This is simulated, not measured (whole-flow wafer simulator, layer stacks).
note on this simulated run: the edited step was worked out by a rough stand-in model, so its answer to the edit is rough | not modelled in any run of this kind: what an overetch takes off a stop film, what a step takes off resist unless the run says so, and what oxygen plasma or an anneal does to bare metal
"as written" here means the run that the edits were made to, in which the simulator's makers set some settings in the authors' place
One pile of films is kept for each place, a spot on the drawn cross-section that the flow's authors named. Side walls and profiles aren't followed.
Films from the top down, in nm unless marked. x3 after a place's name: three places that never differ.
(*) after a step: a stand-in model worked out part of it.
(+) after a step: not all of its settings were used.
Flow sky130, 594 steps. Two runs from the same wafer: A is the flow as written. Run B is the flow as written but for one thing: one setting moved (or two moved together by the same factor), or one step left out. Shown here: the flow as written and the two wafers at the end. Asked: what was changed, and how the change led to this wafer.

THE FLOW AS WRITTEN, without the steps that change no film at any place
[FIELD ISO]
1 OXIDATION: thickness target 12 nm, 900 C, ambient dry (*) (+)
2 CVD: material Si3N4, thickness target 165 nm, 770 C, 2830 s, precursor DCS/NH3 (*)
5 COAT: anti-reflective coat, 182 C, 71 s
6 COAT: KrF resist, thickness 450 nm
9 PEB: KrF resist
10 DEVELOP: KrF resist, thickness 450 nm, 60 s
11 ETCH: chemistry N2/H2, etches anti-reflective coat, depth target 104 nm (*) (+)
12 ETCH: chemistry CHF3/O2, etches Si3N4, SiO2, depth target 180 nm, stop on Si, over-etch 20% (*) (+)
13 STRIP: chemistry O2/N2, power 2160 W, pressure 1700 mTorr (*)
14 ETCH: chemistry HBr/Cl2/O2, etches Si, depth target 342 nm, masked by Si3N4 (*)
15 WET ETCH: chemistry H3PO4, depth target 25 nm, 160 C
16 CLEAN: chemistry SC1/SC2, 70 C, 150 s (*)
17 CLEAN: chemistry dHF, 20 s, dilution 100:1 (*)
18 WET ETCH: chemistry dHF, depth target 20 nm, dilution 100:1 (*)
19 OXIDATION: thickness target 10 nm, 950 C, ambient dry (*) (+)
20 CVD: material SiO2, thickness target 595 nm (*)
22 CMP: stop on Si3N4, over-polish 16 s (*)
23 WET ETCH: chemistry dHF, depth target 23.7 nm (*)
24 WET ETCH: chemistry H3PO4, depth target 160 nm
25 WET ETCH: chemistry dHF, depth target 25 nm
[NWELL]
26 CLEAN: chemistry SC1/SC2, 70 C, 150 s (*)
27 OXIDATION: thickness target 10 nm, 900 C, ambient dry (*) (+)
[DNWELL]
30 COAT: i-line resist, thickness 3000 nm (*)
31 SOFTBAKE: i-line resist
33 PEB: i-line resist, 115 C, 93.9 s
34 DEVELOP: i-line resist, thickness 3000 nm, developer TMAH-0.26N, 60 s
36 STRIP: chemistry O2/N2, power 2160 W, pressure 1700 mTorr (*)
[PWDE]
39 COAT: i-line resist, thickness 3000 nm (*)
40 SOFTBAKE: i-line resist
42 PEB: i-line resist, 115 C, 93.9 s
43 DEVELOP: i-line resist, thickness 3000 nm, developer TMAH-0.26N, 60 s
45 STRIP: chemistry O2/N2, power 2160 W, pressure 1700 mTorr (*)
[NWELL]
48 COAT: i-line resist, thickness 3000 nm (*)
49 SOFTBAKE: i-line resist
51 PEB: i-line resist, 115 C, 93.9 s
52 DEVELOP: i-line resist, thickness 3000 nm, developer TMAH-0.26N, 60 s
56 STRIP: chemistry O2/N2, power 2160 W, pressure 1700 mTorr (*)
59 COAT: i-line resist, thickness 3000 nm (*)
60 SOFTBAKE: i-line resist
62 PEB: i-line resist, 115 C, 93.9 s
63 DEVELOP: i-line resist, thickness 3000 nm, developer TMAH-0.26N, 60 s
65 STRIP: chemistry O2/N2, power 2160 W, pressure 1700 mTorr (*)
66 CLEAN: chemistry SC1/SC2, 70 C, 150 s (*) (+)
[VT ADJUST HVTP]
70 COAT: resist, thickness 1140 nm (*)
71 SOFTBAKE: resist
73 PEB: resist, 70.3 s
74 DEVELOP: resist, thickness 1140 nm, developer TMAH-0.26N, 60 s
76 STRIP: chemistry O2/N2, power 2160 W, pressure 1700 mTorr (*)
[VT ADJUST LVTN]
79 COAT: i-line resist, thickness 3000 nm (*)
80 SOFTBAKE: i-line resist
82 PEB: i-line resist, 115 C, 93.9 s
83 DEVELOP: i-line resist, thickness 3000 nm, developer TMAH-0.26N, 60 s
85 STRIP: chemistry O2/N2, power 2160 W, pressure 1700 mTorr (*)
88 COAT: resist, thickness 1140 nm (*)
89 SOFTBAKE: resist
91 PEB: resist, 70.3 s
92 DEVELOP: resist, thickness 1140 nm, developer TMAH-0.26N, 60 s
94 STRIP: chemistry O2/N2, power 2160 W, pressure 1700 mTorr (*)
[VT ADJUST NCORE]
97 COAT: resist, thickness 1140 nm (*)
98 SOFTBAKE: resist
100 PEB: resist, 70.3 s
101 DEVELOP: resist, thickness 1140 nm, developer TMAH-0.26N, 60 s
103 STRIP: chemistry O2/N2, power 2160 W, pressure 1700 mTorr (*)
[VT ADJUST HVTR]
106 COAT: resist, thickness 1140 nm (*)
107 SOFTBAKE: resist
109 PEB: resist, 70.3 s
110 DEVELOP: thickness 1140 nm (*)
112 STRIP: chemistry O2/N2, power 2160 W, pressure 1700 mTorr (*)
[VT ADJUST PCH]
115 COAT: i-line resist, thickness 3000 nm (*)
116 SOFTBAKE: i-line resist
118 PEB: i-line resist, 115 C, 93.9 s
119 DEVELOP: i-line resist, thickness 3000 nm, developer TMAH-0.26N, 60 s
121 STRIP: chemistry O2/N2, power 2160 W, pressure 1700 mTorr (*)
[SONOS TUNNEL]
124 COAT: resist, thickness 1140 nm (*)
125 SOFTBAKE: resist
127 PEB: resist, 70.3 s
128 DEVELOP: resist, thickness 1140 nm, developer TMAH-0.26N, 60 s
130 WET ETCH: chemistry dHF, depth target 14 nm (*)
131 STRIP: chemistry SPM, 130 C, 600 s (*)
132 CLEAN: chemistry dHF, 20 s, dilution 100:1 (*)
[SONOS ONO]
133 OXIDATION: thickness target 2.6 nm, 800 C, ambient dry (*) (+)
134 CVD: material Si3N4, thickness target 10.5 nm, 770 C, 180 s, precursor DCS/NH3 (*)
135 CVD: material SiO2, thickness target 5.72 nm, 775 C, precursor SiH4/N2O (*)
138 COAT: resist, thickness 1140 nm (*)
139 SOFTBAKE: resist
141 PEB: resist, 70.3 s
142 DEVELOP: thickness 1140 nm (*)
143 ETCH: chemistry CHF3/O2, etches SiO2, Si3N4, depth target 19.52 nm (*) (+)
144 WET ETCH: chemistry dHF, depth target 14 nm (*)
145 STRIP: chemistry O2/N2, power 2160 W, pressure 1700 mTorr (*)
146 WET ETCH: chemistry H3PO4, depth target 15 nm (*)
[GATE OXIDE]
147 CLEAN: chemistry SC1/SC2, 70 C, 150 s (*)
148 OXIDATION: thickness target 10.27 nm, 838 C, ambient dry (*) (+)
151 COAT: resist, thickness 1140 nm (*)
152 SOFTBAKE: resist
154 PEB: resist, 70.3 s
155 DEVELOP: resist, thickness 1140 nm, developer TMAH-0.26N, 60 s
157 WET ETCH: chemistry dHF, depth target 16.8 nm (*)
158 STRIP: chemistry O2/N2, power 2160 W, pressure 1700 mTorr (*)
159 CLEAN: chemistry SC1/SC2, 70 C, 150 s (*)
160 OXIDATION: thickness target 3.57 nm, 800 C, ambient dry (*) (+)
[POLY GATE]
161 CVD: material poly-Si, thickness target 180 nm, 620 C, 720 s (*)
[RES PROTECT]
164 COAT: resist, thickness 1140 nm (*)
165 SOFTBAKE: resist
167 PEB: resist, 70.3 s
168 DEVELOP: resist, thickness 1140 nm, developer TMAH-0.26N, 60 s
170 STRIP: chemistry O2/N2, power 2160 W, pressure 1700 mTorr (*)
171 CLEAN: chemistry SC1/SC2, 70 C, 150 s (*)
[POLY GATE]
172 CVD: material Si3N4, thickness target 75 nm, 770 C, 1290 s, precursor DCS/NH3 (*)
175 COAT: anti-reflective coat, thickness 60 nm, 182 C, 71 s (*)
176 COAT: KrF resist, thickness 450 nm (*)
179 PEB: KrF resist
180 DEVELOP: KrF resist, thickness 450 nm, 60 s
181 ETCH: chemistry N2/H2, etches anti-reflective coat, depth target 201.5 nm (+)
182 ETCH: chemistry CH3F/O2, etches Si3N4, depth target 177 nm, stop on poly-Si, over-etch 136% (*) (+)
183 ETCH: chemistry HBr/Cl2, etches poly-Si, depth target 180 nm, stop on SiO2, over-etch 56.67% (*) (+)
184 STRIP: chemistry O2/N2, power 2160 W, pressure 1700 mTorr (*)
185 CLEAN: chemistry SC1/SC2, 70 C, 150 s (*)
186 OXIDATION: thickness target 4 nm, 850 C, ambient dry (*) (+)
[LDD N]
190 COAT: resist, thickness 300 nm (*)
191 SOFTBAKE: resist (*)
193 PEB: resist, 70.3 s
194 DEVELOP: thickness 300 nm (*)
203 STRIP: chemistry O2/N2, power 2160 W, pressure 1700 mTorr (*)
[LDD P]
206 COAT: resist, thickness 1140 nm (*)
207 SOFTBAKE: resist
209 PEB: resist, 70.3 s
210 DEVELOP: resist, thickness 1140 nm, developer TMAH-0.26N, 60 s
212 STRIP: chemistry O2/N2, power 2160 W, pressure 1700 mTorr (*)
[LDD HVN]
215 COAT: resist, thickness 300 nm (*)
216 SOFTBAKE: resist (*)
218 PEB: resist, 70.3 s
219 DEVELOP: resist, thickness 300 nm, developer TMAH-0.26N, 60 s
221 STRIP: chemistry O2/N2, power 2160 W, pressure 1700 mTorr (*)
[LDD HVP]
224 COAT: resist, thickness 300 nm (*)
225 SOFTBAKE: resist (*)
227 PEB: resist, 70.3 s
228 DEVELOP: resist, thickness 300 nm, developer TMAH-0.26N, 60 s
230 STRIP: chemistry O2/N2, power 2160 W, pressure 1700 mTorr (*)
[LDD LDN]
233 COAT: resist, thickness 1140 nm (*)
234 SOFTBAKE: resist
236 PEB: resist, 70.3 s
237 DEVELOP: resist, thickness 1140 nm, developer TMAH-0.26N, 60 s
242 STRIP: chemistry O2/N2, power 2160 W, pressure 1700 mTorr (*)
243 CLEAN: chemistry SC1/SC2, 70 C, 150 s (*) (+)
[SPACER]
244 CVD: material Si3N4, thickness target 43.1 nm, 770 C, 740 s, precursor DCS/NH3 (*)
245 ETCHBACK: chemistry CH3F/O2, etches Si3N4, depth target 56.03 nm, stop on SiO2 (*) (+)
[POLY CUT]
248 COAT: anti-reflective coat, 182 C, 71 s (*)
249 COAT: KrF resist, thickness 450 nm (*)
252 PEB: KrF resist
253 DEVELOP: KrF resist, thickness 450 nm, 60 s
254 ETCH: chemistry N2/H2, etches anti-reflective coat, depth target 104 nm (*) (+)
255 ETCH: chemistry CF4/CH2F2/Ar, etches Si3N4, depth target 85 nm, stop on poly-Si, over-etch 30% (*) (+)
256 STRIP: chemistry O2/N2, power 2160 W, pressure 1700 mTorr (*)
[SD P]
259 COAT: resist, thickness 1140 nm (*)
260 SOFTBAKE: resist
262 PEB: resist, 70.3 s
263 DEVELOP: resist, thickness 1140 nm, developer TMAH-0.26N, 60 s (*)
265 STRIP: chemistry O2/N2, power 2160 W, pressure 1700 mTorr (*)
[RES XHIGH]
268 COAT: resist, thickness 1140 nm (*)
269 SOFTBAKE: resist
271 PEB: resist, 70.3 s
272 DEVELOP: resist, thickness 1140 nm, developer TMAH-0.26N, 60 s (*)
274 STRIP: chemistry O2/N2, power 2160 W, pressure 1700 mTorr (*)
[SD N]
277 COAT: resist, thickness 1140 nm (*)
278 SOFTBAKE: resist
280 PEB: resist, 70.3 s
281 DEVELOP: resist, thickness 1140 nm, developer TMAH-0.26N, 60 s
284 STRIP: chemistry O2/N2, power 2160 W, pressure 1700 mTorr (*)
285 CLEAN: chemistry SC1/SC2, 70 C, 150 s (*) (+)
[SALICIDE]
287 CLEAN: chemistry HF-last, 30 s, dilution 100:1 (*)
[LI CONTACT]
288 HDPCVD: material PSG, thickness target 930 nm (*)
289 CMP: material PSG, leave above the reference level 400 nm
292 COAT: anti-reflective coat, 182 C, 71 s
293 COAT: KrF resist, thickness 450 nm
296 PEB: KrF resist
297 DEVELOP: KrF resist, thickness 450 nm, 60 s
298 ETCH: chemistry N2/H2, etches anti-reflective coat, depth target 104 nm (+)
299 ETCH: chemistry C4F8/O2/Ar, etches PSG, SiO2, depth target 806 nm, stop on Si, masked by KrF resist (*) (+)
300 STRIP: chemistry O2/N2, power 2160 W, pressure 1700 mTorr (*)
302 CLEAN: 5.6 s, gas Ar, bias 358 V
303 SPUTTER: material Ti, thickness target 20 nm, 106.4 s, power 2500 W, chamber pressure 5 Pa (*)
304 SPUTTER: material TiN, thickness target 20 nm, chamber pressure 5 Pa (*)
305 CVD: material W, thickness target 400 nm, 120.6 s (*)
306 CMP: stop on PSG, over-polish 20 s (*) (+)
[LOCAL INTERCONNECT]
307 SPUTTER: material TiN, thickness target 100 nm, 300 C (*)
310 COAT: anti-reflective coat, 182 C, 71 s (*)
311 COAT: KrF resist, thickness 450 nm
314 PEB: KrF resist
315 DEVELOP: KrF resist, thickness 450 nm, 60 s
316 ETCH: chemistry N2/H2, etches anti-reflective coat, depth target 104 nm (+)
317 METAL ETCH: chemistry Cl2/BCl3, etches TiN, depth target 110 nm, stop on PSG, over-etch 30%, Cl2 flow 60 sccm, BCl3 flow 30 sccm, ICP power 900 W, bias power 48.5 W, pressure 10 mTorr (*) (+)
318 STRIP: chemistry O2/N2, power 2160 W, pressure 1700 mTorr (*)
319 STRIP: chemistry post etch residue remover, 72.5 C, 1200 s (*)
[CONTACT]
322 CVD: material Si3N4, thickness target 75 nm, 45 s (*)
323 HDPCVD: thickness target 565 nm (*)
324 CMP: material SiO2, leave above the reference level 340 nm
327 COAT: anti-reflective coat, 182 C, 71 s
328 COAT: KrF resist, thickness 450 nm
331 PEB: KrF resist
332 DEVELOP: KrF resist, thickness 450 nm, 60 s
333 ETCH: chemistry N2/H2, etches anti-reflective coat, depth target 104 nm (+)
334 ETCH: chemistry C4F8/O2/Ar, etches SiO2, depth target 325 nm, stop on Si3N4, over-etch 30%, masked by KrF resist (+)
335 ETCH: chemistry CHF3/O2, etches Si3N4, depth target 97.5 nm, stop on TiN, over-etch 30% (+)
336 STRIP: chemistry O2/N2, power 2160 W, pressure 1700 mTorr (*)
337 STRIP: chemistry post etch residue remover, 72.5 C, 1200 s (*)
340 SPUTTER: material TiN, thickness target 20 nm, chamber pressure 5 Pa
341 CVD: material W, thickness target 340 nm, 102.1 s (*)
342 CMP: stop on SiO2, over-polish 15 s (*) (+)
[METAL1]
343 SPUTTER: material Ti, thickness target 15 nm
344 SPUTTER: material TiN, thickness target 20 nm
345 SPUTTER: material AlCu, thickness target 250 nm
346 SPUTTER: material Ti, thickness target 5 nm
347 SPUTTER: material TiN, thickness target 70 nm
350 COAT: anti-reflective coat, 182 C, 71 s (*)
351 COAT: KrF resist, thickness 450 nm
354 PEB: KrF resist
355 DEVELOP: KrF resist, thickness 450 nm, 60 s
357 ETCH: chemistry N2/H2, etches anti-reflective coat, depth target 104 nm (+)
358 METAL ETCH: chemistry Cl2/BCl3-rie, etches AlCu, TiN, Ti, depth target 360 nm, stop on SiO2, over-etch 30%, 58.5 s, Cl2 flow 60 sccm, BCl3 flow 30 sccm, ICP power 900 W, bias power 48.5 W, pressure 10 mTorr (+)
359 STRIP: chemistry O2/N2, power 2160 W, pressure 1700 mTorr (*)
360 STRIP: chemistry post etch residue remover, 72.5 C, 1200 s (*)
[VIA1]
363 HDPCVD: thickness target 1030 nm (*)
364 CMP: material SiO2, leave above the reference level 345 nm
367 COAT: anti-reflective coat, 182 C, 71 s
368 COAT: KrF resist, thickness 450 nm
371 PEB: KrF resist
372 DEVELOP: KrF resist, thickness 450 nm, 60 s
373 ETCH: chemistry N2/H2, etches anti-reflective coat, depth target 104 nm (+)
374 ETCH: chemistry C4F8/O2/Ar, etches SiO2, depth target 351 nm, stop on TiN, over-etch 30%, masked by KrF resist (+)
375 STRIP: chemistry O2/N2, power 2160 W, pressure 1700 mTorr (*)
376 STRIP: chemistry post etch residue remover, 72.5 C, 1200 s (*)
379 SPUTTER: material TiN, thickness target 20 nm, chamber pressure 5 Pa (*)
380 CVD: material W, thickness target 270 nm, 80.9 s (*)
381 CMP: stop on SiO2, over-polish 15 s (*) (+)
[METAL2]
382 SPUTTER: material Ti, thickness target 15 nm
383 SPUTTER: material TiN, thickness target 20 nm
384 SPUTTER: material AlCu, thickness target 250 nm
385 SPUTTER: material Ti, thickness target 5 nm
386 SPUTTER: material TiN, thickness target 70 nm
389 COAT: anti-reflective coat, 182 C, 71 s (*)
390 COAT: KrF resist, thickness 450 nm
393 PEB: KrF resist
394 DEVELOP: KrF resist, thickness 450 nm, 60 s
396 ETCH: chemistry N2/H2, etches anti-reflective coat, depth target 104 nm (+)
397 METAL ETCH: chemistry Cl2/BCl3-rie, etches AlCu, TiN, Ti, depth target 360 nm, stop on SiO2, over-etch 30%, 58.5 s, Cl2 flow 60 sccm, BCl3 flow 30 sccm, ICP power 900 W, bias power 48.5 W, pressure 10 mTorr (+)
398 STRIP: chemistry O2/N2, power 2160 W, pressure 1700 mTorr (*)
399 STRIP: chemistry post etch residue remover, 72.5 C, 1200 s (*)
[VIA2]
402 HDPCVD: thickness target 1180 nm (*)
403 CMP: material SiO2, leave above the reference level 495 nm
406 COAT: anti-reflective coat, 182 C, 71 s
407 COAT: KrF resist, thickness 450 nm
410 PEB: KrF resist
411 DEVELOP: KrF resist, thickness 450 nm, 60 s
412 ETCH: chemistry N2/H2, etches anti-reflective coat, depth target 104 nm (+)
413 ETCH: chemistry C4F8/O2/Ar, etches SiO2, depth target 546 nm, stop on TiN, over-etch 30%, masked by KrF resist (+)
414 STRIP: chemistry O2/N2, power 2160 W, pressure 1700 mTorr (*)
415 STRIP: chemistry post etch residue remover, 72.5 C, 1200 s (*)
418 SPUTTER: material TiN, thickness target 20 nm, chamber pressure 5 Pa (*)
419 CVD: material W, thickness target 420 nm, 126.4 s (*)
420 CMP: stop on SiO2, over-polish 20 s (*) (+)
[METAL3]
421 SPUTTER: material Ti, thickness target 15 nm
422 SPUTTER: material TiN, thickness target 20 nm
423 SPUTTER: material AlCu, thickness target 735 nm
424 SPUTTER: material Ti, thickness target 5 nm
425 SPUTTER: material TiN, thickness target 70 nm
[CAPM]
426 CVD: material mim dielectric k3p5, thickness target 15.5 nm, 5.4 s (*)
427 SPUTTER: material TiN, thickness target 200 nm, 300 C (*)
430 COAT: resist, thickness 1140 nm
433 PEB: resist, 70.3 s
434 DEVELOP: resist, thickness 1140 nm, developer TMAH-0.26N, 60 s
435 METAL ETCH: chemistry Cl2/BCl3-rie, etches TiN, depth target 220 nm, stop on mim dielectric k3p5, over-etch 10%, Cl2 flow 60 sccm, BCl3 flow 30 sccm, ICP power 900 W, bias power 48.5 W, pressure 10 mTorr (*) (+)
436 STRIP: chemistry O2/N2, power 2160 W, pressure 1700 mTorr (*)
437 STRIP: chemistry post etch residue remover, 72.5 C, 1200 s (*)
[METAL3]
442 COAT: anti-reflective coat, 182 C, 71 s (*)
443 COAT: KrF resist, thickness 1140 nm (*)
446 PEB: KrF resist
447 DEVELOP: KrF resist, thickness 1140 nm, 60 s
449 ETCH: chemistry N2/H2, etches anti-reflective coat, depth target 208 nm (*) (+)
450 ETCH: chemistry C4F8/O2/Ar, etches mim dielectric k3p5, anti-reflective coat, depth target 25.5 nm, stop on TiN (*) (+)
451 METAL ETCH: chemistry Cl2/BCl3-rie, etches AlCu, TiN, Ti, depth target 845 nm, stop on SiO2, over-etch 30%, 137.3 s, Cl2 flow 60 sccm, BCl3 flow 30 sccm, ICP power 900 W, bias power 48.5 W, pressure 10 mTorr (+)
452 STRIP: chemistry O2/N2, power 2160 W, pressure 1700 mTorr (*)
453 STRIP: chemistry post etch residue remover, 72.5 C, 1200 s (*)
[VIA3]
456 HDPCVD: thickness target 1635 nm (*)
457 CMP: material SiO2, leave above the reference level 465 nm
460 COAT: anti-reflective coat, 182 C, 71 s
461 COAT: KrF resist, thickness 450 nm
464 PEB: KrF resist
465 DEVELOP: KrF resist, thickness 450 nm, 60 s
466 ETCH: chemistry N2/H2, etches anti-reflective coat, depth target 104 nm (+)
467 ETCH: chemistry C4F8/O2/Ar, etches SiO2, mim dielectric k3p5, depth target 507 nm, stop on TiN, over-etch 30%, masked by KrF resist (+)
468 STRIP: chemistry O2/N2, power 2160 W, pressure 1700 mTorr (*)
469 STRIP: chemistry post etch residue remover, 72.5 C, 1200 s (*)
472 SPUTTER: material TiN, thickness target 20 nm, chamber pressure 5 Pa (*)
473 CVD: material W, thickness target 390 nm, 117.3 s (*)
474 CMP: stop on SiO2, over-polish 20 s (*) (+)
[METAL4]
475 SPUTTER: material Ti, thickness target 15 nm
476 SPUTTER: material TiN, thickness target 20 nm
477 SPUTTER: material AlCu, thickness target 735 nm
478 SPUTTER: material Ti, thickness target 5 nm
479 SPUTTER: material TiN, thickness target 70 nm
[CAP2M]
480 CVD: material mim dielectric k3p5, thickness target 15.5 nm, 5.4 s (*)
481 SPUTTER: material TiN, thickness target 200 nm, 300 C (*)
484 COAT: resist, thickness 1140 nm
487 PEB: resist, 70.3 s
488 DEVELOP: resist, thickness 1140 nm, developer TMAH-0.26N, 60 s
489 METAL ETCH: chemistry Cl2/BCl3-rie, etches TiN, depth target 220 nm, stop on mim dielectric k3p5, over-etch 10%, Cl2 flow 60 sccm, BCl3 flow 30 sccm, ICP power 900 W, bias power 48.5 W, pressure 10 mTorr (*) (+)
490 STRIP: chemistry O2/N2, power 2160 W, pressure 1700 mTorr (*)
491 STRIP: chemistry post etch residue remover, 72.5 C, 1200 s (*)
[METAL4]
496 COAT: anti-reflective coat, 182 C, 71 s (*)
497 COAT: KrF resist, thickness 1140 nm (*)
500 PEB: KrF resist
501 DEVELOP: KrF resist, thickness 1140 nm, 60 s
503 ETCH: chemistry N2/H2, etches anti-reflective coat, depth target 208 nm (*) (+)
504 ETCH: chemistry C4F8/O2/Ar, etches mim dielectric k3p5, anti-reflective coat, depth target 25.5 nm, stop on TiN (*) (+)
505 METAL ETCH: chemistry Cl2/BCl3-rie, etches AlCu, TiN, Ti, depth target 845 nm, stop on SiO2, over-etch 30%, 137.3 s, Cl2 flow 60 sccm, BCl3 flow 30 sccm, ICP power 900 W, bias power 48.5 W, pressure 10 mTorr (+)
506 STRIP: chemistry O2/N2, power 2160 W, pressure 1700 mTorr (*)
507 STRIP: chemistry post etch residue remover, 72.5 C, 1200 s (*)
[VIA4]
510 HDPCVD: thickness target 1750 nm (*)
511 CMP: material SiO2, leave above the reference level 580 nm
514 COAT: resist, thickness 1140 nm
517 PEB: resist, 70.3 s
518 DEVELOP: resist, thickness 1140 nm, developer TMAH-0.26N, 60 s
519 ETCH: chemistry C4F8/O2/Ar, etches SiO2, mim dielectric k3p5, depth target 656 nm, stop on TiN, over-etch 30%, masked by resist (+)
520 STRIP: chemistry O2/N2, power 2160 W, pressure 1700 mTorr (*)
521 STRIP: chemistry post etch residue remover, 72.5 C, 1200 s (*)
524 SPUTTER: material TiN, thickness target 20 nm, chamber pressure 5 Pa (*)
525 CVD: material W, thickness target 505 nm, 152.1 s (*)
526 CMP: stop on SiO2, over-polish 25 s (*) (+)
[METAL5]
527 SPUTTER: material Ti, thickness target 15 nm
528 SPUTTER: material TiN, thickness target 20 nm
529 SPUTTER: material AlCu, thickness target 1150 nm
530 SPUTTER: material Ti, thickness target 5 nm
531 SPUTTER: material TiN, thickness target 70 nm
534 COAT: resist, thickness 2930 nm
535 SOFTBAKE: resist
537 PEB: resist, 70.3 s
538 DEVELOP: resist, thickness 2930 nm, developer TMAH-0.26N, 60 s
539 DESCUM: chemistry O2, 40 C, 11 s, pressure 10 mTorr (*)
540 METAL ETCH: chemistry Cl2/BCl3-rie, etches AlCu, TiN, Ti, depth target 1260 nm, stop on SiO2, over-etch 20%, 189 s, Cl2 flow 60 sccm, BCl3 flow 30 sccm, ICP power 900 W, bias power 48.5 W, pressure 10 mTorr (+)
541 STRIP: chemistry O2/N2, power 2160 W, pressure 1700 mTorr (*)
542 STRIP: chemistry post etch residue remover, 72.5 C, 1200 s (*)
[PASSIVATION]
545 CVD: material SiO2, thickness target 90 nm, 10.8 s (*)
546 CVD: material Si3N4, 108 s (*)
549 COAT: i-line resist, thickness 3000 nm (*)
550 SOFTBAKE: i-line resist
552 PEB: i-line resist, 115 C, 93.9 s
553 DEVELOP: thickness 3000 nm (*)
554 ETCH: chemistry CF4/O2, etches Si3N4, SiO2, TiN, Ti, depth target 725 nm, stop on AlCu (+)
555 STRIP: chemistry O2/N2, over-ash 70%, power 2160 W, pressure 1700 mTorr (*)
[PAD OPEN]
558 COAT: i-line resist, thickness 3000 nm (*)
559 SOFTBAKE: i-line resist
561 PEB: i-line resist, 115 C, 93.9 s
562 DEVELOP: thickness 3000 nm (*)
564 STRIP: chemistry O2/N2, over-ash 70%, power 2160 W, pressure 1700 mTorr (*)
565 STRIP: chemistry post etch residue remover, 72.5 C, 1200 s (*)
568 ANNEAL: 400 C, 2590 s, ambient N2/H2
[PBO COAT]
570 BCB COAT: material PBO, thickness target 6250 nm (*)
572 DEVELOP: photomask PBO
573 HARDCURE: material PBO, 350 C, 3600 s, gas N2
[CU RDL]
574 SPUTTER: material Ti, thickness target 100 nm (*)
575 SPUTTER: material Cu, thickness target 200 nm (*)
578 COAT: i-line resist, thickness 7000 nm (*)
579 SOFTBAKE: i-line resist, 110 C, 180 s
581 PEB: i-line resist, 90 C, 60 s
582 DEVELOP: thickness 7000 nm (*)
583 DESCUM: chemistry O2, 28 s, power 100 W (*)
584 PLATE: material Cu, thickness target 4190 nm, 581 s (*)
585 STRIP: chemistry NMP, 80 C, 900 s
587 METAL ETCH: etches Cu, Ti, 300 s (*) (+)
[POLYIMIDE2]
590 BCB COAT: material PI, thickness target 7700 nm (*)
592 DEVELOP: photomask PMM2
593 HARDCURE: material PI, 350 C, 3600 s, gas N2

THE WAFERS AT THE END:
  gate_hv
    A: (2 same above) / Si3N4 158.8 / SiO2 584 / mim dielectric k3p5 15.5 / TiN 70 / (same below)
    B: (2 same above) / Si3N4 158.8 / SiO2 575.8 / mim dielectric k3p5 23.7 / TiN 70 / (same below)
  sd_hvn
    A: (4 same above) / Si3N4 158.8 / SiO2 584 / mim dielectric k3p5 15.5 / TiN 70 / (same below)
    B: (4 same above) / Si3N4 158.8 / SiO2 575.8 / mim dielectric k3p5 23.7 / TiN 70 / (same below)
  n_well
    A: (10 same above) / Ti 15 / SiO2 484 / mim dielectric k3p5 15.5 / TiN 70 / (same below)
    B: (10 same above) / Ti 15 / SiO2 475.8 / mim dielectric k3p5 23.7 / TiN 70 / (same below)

The cause: step 480, CVD: thickness target 23.7 nm was run, where the flow has thickness target 15.5 nm; step 480, CVD: 8.26 s was run, where the flow has 5.4 s.
It can be read off the wafer: gate_hv has mim dielectric k3p5 23.7, and step 480 as written asks for 15.5 nm.

How the change led to this, step by step:
  480 CVD: material mim dielectric k3p5, thickness target 15.5 nm, 5.4 s (*)
      field, active, n_well and 189 more: A mim dielectric k3p5 +15.5 (new film) | B mim dielectric k3p5 +23.7 (new film)
  504 ETCH: chemistry C4F8/O2/Ar, etches mim dielectric k3p5, anti-reflective coat, depth target 25.5 nm, stop on TiN (*) (+)
      n_well, p_well, gate_hv and 102 more: A KrF resist -15.5 | B KrF resist -17
      field, active, gate and 85 more: A mim dielectric k3p5 -15.5 (all of it) | B mim dielectric k3p5 -23.7 (all of it)
  519 ETCH: chemistry C4F8/O2/Ar, etches SiO2, mim dielectric k3p5, depth target 656 nm, stop on TiN, over-etch 30%, masked by resist (+)
      m1: A SiO2 -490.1 (all of it), mim dielectric k3p5 -15.5 (all of it) | B SiO2 -481.9 (all of it), mim dielectric k3p5 -23.7 (all of it)
      via4_hole: A SiO2 -489.5 (all of it), mim dielectric k3p5 -15.5 (all of it) | B SiO2 -481.3 (all of it), mim dielectric k3p5 -23.7 (all of it)
